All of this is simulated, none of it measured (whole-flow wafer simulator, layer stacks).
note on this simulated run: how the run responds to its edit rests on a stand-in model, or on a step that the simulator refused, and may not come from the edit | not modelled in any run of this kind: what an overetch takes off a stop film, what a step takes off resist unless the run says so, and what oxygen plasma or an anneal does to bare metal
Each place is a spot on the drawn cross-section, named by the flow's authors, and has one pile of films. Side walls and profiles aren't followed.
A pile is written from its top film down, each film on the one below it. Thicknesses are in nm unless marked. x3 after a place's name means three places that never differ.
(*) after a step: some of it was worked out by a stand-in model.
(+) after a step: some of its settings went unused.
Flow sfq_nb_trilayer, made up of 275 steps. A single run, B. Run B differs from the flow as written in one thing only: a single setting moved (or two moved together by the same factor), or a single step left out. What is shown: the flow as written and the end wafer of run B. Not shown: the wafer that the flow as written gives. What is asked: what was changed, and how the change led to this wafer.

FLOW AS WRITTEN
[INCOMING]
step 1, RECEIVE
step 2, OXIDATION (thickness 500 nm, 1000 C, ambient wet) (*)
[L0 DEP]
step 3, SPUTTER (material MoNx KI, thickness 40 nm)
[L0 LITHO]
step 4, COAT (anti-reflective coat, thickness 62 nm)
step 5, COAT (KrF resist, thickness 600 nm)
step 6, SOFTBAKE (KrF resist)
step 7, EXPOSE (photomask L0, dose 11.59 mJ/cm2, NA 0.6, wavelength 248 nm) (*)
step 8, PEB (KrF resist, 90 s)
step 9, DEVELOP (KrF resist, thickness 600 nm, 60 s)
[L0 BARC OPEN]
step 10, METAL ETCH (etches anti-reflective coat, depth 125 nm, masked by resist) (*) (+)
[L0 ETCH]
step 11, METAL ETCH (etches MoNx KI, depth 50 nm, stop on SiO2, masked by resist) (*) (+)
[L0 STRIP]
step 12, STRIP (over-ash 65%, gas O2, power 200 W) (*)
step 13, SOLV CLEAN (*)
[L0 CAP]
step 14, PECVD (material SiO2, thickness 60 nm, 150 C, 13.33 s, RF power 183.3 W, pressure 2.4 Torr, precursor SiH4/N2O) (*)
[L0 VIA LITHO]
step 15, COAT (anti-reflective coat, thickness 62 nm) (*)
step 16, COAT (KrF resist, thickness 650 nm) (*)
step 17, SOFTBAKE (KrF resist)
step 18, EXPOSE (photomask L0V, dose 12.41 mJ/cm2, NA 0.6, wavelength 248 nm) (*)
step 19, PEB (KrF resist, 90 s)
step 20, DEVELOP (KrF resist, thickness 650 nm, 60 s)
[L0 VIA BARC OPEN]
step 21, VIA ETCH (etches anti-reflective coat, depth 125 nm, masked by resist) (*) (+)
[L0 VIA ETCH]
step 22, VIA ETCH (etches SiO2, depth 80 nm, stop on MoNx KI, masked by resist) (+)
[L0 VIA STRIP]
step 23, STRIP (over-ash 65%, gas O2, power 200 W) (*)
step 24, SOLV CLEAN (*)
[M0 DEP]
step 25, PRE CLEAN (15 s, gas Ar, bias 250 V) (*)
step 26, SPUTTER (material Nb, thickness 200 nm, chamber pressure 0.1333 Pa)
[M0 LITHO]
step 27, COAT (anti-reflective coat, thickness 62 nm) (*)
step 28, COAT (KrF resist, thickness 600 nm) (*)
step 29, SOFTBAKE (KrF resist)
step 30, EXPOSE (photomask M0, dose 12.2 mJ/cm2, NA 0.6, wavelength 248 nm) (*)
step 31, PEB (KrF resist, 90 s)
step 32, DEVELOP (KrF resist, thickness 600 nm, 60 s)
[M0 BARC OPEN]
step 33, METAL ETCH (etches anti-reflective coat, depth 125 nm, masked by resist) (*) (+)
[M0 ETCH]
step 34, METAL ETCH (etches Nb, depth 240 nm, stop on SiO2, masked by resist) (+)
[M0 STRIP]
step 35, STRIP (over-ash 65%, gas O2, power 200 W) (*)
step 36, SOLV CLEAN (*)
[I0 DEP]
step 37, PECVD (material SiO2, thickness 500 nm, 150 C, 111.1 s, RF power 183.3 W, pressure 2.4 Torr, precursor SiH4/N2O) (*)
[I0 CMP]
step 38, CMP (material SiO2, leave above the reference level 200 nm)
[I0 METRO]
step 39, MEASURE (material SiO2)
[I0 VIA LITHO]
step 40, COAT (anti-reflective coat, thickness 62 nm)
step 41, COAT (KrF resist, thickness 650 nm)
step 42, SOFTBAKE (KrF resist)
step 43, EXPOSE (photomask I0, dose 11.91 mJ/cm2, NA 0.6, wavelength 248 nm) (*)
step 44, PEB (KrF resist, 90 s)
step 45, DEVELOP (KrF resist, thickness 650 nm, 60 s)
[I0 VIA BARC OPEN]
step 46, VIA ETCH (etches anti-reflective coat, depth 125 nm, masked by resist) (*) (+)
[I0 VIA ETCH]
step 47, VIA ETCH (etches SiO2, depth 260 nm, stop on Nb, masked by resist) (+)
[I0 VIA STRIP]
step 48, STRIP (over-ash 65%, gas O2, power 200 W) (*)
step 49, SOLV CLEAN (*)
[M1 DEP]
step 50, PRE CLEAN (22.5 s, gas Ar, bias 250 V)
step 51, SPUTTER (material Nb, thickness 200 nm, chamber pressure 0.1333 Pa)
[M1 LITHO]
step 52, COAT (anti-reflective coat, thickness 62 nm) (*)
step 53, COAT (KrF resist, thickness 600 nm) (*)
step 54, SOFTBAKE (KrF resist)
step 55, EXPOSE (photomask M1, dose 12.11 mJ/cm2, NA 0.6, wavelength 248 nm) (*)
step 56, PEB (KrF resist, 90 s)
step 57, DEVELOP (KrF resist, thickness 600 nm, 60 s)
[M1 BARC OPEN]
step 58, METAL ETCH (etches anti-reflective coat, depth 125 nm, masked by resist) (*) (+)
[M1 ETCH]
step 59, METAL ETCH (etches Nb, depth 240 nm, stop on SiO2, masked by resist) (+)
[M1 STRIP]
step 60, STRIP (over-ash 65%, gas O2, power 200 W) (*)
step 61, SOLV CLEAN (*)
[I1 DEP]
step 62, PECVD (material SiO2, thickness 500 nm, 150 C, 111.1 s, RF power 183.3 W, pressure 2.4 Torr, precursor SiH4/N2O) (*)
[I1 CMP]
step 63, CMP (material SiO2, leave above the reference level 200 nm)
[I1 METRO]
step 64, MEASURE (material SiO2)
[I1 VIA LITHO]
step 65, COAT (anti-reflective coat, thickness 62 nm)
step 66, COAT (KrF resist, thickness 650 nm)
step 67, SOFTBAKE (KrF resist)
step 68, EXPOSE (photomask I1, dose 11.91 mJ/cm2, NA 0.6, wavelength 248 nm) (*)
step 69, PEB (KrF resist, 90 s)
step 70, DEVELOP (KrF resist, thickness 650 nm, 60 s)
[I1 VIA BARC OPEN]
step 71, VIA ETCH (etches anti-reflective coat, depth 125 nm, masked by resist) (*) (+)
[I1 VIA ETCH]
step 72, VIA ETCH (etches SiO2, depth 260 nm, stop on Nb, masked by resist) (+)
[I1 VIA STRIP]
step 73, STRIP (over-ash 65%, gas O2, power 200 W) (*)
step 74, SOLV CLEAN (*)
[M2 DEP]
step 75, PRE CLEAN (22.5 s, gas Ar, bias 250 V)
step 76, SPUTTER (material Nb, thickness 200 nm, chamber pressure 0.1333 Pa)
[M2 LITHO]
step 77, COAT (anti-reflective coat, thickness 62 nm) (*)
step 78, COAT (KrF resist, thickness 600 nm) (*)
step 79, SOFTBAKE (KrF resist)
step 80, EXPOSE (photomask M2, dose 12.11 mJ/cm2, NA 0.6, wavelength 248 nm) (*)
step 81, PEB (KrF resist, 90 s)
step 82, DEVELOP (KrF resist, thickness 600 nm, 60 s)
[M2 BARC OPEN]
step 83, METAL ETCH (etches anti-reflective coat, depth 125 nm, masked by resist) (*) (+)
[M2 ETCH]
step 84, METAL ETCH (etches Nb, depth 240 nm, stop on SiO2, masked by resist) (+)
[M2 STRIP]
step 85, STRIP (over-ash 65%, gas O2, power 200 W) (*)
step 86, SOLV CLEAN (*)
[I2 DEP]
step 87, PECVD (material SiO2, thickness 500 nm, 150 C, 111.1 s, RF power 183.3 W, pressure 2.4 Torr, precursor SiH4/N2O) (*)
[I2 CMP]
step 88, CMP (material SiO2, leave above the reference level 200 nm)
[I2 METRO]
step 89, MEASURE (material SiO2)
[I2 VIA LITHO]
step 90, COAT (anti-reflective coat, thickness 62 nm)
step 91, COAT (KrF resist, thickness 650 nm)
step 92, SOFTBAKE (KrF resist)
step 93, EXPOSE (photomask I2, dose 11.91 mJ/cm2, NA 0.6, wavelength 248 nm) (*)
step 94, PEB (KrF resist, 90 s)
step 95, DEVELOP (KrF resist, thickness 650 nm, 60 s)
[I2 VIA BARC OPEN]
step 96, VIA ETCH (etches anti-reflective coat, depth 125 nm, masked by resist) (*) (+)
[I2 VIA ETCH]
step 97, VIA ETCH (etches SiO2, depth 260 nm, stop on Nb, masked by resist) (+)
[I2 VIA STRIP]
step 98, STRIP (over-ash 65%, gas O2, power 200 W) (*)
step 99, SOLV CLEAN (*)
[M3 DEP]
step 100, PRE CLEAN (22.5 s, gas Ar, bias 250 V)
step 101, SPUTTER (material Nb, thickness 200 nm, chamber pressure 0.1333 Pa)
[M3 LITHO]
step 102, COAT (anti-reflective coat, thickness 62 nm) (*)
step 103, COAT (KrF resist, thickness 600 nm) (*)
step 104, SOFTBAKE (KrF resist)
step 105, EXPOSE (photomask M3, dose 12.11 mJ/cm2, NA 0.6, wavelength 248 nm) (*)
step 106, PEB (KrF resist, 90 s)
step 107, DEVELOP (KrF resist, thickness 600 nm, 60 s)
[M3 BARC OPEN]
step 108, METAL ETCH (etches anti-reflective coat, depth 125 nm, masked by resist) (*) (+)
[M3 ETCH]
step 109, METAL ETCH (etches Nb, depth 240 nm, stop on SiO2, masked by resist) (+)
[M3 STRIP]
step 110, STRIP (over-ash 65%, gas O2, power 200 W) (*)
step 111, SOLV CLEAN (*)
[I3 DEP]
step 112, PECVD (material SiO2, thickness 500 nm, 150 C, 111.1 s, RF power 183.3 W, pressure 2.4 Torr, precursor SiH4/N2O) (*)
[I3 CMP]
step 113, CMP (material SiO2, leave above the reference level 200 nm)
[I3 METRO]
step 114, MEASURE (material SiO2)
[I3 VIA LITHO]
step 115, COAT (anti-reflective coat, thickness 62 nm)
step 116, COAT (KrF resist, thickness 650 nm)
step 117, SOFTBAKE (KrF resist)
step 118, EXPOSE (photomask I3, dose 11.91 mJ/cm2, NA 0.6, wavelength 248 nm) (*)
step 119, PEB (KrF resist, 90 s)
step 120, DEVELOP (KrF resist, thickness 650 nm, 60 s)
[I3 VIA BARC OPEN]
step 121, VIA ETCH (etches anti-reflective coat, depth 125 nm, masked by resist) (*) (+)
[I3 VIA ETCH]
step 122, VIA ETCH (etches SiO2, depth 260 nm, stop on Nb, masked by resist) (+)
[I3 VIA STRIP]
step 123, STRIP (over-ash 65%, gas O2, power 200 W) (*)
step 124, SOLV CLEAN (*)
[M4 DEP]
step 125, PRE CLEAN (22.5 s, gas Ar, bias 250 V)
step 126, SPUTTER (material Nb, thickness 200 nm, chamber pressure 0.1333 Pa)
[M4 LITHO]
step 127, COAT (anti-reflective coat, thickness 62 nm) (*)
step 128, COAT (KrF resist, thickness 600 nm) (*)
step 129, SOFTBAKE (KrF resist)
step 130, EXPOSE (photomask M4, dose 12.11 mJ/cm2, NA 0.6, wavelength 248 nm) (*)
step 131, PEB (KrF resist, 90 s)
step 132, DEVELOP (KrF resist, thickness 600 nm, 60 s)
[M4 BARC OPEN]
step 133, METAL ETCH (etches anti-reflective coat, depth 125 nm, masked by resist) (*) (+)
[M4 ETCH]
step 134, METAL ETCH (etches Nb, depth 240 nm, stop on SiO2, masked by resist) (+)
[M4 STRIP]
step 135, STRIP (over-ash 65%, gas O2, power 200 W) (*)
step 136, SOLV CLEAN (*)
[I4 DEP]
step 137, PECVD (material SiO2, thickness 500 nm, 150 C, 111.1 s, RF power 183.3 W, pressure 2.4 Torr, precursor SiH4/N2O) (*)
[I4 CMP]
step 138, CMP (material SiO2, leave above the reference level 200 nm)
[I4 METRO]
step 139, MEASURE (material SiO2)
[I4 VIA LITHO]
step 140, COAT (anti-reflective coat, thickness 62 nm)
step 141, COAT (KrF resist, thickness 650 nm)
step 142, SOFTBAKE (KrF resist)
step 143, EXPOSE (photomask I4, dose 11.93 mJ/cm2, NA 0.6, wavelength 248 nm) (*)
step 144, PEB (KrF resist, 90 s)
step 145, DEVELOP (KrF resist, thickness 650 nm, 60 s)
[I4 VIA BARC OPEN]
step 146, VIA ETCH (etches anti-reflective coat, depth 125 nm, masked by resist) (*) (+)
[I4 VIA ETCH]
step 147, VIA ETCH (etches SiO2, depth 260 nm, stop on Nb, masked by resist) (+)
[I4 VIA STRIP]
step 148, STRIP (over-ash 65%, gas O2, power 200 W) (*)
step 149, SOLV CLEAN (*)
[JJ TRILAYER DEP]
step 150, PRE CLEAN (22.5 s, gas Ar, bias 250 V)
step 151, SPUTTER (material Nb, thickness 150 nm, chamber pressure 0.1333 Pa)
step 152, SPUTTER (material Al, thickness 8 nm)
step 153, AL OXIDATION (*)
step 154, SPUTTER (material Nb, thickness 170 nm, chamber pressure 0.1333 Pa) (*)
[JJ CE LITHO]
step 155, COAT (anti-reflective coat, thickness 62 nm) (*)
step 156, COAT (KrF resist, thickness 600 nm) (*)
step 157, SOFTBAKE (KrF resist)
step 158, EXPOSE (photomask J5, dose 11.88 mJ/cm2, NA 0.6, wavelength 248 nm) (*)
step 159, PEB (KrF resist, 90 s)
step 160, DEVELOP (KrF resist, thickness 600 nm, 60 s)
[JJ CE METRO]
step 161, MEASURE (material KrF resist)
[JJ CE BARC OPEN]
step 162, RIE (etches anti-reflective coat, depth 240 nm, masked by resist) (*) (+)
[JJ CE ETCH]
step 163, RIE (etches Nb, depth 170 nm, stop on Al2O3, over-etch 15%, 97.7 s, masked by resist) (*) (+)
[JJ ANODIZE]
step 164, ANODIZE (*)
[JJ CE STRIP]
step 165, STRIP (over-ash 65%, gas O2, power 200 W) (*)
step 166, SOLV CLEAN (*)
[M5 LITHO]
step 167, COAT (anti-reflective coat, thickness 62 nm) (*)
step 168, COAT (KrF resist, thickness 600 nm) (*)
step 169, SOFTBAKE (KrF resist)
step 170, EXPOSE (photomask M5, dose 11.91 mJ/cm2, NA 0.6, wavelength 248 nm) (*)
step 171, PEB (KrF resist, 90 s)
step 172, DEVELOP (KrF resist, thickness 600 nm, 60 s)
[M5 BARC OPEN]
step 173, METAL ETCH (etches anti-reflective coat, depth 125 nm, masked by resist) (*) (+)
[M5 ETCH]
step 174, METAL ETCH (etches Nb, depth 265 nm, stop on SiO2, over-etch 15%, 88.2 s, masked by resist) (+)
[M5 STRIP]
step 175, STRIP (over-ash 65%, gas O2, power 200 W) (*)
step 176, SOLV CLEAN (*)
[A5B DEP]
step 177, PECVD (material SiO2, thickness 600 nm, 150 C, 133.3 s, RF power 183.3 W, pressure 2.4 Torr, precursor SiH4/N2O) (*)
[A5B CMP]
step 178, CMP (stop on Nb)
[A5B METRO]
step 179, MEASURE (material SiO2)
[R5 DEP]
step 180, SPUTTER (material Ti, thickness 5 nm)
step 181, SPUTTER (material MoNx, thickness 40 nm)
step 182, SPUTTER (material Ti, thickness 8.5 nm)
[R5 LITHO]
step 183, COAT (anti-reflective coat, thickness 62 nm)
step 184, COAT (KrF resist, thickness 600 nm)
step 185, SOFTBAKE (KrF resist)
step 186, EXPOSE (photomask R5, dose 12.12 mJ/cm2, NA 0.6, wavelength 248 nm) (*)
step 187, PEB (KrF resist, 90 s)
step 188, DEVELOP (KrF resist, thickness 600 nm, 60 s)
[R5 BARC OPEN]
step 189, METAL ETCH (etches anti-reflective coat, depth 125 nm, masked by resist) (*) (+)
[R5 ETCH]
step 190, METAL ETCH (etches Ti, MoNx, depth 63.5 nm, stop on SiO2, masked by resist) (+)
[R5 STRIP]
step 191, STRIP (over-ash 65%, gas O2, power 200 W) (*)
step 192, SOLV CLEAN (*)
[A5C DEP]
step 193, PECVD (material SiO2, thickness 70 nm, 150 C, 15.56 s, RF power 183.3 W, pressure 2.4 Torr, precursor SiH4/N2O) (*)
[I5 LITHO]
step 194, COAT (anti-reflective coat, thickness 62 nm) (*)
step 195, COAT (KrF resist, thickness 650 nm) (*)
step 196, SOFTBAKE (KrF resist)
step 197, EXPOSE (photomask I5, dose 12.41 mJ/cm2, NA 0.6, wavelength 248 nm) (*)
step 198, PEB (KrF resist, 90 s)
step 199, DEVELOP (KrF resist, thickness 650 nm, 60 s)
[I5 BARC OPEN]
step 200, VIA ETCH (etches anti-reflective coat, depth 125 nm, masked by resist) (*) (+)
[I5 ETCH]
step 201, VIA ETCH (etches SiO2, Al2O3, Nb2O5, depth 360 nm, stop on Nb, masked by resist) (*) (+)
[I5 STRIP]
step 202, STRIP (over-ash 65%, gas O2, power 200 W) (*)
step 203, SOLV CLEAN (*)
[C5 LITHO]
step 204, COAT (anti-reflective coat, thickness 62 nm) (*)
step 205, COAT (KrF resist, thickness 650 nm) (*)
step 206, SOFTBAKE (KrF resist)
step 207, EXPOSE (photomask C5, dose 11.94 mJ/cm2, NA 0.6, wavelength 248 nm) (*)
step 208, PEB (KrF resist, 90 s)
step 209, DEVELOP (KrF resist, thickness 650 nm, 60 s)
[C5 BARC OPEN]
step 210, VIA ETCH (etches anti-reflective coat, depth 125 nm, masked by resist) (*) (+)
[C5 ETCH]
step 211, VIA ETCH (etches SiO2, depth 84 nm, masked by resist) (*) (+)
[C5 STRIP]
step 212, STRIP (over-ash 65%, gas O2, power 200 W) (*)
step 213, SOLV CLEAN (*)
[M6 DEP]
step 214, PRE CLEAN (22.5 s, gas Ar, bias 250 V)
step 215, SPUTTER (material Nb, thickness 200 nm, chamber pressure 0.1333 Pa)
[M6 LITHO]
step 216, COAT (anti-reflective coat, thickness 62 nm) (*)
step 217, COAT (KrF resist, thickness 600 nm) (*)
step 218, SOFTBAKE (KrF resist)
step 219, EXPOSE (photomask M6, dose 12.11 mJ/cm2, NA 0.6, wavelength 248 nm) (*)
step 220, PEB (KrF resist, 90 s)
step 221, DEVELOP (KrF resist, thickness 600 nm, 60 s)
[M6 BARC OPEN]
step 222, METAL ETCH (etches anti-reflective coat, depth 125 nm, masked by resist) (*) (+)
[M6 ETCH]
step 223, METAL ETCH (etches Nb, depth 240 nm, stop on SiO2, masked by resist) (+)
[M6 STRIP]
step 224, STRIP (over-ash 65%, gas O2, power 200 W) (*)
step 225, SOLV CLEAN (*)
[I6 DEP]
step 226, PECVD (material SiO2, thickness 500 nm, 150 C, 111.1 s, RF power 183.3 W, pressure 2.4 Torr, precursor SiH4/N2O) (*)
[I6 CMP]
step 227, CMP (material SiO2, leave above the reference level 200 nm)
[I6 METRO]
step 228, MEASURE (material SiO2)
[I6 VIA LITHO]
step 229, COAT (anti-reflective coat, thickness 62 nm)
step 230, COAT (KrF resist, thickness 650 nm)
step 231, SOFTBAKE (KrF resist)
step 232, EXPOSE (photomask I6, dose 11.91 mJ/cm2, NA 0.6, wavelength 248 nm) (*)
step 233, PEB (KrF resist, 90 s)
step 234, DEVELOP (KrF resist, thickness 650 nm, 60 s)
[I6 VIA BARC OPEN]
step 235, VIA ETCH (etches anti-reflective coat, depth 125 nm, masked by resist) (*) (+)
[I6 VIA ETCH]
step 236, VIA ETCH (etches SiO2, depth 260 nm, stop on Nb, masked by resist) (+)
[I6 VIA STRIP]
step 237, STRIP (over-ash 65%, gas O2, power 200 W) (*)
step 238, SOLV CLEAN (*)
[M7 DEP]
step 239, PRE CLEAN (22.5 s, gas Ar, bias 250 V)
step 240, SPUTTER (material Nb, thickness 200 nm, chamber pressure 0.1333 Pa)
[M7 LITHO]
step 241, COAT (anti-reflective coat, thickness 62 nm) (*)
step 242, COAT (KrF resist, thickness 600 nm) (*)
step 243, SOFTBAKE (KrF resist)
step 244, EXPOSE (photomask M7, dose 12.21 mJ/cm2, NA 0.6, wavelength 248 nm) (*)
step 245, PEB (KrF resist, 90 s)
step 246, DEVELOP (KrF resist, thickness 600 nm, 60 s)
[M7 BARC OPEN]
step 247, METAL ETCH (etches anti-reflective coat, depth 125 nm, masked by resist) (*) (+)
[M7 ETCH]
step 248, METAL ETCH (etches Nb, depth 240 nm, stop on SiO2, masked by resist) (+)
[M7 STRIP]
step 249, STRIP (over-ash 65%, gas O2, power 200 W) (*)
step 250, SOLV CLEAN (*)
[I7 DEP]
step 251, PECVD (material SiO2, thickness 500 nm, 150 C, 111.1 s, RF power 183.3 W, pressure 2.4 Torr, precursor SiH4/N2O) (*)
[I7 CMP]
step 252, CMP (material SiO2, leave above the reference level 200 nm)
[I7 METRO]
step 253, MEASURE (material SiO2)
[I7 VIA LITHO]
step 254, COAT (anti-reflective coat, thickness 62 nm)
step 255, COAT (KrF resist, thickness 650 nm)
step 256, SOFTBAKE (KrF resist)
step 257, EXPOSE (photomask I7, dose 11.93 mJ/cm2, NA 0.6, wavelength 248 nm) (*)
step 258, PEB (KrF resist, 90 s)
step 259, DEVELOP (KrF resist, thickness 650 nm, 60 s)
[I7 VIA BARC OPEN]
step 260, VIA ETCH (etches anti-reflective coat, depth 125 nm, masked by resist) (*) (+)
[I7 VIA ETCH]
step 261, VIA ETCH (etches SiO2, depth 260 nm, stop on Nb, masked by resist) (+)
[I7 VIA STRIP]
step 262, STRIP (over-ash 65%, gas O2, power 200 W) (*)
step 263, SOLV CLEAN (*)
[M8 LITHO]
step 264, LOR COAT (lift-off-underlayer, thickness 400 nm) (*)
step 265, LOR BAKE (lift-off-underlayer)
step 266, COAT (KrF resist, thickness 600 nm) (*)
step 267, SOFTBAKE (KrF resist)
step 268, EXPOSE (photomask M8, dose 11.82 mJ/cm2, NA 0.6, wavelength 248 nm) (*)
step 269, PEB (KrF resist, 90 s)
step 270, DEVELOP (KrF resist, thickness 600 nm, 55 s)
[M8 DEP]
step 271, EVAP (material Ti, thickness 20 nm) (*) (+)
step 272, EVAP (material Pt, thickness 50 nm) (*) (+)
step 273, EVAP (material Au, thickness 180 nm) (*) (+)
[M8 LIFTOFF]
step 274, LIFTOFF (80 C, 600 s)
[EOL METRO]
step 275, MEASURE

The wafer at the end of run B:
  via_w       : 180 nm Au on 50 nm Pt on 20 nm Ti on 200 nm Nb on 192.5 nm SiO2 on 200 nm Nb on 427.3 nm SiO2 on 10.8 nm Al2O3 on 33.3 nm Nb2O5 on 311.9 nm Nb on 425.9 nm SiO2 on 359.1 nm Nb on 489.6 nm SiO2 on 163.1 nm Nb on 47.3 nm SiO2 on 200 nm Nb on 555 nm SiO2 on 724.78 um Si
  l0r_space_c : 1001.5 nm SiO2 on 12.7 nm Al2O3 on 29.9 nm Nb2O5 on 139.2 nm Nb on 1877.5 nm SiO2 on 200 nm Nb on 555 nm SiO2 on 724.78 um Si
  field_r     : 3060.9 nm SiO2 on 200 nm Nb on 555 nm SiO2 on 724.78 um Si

Cause: step 38, CMP: leave above the reference level 315 nm was run, though the flow has leave above the reference level 200 nm.

How this came from the change, step by step:
  step 38, CMP (material SiO2, leave above the reference level 200 nm)
      v_sur, via_wl, via_w and 94 more: SiO2 loses 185 (it would be, as written: SiO2 loses 300)
      field_l, l0_sur, l0r_line_l, l0r_line_c, l0r_line_r: SiO2 loses 225 (it would be, as written: SiO2 loses 340)
      (and at 4 other places as well)
  step 47, VIA ETCH (etches SiO2, depth 260 nm, stop on Nb, masked by resist) (+)
      via_w: SiO2 loses 260 (it would be, as written: SiO2 loses 199.8 (all of it))
  step 50, PRE CLEAN (22.5 s, gas Ar, bias 250 V)
      via_w: SiO2 loses 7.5 (it would be, as written: Nb loses 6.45)
  step 51, SPUTTER (material Nb, thickness 200 nm, chamber pressure 0.1333 Pa)
      via_w: Nb gains 163.1 (new film) (it would be, as written: Nb gains 174.5)
  step 52, COAT (anti-reflective coat, thickness 62 nm) (*)
      via_w: anti-reflective coat gains 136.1 (new film) (it would be, as written: anti-reflective coat gains 123.1 (new film))
      via_wr: anti-reflective coat gains 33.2 (new film) (it would be, as written: anti-reflective coat gains 34.9 (new film))
  step 53, COAT (KrF resist, thickness 600 nm) (*)
      via_w: KrF resist gains 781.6 (new film) (it would be, as written: KrF resist gains 731.8 (new film))
  step 60, STRIP (over-ash 65%, gas O2, power 200 W) (*)
      via_w: KrF resist loses 563.6 (all of it), anti-reflective coat loses 136.1 (all of it) (it would be, as written: KrF resist loses 513.8 (all of it), anti-reflective coat loses 123.1 (all of it))
      via_wr: KrF resist loses 378.6 (all of it), anti-reflective coat loses 33.2 (all of it) (it would be, as written: KrF resist loses 384.4 (all of it), anti-reflective coat loses 34.9 (all of it))
  step 62, PECVD (material SiO2, thickness 500 nm, 150 C, 111.1 s, RF power 183.3 W, pressure 2.4 Torr, precursor SiH4/N2O) (*)
      via_w: SiO2 gains 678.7 (new film) (it would be, as written: SiO2 gains 606 (new film))
If metal films that touch count as one body, via_w has 6 bodies (between them, from the top down: SiO2 192.5; SiO2 427.3 / Al2O3 10.8 / Nb2O5 33.3; SiO2 425.9; SiO2 489.6; SiO2 47.3); the flow as written gives 5 bodies (between them, from the top down: SiO2 192.5; SiO2 427.3 / Al2O3 10.8 / Nb2O5 33.3; SiO2 425.9; SiO2 416.9).
